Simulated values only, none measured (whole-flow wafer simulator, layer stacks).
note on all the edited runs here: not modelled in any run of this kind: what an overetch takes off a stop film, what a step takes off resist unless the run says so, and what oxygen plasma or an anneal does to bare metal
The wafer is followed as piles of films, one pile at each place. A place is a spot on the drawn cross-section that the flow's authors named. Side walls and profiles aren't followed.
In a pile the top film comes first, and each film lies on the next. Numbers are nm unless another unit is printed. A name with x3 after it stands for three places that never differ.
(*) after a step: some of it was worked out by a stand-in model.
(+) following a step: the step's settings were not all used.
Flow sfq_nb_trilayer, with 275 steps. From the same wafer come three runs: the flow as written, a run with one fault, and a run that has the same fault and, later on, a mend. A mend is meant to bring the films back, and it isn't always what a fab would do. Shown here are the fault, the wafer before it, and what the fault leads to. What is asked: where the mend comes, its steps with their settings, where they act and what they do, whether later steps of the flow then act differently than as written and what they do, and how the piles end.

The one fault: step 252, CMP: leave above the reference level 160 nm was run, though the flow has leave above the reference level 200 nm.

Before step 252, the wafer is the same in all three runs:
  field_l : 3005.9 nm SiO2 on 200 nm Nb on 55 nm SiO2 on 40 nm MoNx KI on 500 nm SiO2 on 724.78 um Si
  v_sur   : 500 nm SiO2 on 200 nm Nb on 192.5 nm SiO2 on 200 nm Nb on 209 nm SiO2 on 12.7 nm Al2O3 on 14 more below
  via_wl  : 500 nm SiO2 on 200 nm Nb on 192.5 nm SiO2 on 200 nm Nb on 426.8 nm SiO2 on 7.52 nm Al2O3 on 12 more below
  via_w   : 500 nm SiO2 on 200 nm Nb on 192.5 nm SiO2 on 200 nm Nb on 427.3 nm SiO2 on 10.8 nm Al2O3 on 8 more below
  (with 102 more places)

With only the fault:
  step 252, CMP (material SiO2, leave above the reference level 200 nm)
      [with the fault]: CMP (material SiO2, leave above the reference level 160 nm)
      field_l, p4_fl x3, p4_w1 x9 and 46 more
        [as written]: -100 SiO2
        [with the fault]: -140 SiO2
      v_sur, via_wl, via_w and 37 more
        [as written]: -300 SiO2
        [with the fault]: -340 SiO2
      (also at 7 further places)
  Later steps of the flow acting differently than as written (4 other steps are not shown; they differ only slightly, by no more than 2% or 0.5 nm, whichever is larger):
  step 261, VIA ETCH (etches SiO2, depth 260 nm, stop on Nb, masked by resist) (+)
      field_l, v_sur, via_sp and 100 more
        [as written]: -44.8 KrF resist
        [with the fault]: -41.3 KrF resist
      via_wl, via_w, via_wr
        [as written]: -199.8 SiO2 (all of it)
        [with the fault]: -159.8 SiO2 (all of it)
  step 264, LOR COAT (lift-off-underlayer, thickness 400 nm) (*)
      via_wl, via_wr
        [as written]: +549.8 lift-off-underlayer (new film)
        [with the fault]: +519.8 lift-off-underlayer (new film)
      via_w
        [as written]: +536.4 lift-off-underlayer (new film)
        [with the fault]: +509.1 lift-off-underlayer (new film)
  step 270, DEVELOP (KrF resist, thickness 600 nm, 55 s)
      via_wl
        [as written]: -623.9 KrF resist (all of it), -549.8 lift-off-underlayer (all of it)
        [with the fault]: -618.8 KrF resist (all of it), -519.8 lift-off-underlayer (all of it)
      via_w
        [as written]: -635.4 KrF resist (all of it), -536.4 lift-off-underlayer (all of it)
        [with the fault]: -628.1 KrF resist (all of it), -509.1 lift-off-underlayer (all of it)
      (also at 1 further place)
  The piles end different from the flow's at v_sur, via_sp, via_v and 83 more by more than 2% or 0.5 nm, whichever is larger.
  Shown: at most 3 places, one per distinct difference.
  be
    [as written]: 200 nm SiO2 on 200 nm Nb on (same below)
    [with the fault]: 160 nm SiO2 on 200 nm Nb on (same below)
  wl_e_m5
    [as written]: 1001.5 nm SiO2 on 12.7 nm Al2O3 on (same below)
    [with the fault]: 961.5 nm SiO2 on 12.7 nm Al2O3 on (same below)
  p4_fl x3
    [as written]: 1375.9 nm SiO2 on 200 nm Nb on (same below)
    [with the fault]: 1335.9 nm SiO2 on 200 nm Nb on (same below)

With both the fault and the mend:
  The mend stands after step 253.
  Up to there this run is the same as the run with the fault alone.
  step 253a, PECVD (material SiO2, thickness 40 nm, 150 C, 8.889 s, RF power 183.3 W, pressure 2.4 Torr, precursor SiH4/N2O) (the flow's step 251 again, with other settings)
      field_l, v_sur, via_wl and 103 more
        +40 SiO2
  Every later step of the flow that is run acts as written at every place that is followed.
  By the end, the piles equal the flow's at every place that both follow.
